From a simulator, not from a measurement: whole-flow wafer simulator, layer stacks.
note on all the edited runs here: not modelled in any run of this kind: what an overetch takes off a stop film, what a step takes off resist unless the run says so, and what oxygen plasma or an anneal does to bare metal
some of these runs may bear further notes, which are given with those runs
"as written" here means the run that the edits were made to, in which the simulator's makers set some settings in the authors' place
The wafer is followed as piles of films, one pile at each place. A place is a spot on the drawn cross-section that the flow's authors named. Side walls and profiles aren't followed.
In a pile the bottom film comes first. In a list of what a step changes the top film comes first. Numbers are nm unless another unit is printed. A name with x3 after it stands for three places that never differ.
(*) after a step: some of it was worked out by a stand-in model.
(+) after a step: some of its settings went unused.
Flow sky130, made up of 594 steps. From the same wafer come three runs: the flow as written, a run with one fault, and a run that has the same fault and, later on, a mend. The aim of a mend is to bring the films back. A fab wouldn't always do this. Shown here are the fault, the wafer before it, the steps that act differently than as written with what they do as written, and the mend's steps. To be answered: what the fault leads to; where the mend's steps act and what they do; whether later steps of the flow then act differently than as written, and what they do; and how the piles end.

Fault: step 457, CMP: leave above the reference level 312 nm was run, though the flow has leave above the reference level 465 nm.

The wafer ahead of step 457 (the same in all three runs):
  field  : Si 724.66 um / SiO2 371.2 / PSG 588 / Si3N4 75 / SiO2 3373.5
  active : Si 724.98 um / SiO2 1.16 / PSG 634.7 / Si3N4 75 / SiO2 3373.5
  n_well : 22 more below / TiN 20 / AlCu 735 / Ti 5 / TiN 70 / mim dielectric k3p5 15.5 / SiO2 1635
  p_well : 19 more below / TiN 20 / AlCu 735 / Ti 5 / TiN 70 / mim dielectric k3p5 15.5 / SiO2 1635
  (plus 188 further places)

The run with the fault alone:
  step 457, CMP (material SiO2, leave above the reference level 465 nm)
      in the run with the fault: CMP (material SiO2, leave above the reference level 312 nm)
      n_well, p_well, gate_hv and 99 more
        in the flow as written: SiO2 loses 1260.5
        in the run with the fault: SiO2 loses 1413.5
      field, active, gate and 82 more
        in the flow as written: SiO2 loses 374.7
        in the run with the fault: SiO2 loses 527.7
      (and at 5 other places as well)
  Steps further on in the flow that do not act as written (1 more step, not shown, differs only slightly: by at most 2% or 0.5 nm, whichever is larger):
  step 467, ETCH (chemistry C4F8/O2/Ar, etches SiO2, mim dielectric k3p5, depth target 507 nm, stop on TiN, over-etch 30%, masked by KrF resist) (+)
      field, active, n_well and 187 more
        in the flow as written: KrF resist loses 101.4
        in the run with the fault: KrF resist loses 61.6
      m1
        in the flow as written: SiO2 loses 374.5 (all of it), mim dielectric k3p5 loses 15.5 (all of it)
        in the run with the fault: SiO2 loses 221.5 (all of it), mim dielectric k3p5 loses 15.5 (all of it)
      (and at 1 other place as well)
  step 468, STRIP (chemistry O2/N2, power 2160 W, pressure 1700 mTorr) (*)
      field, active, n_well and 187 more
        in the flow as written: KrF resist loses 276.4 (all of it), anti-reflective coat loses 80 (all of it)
        in the run with the fault: KrF resist loses 316.2 (all of it), anti-reflective coat loses 80 (all of it)
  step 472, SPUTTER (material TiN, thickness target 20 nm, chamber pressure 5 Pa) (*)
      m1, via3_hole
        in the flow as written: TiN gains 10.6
        in the run with the fault: TiN gains 12.9
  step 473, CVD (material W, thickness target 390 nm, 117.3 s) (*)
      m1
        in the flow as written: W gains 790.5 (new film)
        in the run with the fault: W gains 635.2 (new film)
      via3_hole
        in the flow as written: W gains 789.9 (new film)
        in the run with the fault: W gains 634.6 (new film)
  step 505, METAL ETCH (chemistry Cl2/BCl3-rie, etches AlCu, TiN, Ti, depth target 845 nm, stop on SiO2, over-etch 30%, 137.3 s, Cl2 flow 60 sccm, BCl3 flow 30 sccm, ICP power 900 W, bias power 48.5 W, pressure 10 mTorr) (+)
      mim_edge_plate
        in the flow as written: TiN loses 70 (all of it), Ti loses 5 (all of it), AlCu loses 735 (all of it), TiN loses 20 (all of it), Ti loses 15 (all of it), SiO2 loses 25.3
        in the run with the fault: TiN loses 70 (all of it), Ti loses 5 (all of it), AlCu loses 735 (all of it), TiN loses 20 (all of it), Ti loses 15 (all of it), SiO2 loses 17.9 (all of it), TiN loses 74.1
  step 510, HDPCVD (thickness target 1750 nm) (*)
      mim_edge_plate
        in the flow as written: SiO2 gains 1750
        in the run with the fault: SiO2 gains 1750 (new film)
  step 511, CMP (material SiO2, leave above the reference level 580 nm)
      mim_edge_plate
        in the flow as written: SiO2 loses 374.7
        in the run with the fault: SiO2 loses 307.6
  By the end, the piles at field, active, n_well and 190 more depart from the flow's by more than 2% or 0.5 nm, whichever is larger.
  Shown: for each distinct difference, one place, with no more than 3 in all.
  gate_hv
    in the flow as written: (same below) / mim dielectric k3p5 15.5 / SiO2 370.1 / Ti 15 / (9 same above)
    in the run with the fault: (same below) / mim dielectric k3p5 15.5 / SiO2 217.1 / Ti 15 / (9 same above)
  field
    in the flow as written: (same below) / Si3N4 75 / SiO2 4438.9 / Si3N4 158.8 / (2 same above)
    in the run with the fault: (same below) / Si3N4 75 / SiO2 4285.9 / Si3N4 158.8 / (2 same above)
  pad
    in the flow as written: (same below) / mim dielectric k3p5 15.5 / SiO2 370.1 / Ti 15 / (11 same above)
    in the run with the fault: (same below) / mim dielectric k3p5 15.5 / SiO2 217.1 / Ti 15 / (11 same above)

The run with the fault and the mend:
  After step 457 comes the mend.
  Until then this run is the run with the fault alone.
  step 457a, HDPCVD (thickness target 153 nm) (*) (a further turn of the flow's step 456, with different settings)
      field, active, n_well and 189 more
        SiO2 gains 153
  Every later step of the flow that is run acts as written, at every place that is followed, to within 2% or 0.5 nm, whichever is larger.
  By the end, the piles equal the flow's at every place that both follow.
